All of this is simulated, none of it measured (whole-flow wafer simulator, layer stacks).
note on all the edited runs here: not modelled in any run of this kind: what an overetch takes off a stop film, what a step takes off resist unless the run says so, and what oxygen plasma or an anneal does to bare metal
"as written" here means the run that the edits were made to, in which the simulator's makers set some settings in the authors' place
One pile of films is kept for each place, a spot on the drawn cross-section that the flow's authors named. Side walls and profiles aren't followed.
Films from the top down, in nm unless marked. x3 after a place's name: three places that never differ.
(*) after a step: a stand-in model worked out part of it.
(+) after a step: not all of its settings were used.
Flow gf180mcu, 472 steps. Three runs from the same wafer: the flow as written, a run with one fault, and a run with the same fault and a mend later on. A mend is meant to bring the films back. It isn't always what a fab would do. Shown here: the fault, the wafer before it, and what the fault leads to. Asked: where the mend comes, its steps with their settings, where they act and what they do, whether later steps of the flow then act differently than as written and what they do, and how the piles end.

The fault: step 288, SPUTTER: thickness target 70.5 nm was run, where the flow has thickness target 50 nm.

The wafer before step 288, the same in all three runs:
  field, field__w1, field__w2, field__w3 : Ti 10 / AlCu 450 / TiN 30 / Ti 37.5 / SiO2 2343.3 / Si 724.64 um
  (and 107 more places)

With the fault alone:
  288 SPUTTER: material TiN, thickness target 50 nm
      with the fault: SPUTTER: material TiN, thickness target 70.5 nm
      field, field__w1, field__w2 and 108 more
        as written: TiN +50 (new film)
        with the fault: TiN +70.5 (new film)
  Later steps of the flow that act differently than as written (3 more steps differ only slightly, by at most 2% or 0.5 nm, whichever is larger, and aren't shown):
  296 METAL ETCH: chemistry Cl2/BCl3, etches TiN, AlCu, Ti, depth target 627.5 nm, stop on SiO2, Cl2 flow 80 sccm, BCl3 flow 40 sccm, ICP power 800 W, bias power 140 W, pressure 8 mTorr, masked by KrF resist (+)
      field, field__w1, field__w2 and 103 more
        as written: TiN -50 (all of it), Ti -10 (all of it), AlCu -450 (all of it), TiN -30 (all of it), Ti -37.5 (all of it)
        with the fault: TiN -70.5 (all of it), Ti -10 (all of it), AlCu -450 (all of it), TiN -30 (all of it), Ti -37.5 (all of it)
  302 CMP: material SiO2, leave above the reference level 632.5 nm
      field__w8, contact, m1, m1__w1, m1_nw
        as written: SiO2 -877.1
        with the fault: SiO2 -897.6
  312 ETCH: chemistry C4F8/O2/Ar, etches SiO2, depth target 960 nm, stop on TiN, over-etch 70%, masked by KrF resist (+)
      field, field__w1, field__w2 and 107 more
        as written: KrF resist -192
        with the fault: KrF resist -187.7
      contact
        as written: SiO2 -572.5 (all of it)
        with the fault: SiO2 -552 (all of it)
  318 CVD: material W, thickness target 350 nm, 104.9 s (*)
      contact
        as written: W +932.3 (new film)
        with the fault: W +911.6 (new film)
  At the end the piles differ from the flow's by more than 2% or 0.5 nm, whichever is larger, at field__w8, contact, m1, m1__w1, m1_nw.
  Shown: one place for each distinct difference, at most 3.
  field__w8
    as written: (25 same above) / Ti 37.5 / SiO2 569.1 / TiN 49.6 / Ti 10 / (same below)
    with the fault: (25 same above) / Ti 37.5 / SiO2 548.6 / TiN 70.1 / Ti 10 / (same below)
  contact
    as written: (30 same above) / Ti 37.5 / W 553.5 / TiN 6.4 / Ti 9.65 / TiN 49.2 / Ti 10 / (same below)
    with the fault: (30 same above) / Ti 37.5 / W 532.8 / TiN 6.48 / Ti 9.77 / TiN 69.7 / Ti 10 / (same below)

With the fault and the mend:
  The mend comes after step 288.
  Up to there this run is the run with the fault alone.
  288a METAL ETCH: chemistry Cl2/BCl3, etches TiN, AlCu, Ti, depth target 20.5 nm, Cl2 flow 80 sccm, BCl3 flow 40 sccm, ICP power 800 W, bias power 140 W, pressure 8 mTorr (the flow's step 260 once more, with other settings)
      field, field__w1, field__w2 and 108 more
        TiN -20.5
  No later step of the flow acts differently than as written at any place that is followed.
  At the end the piles are the same as the flow's at every place that both follow.
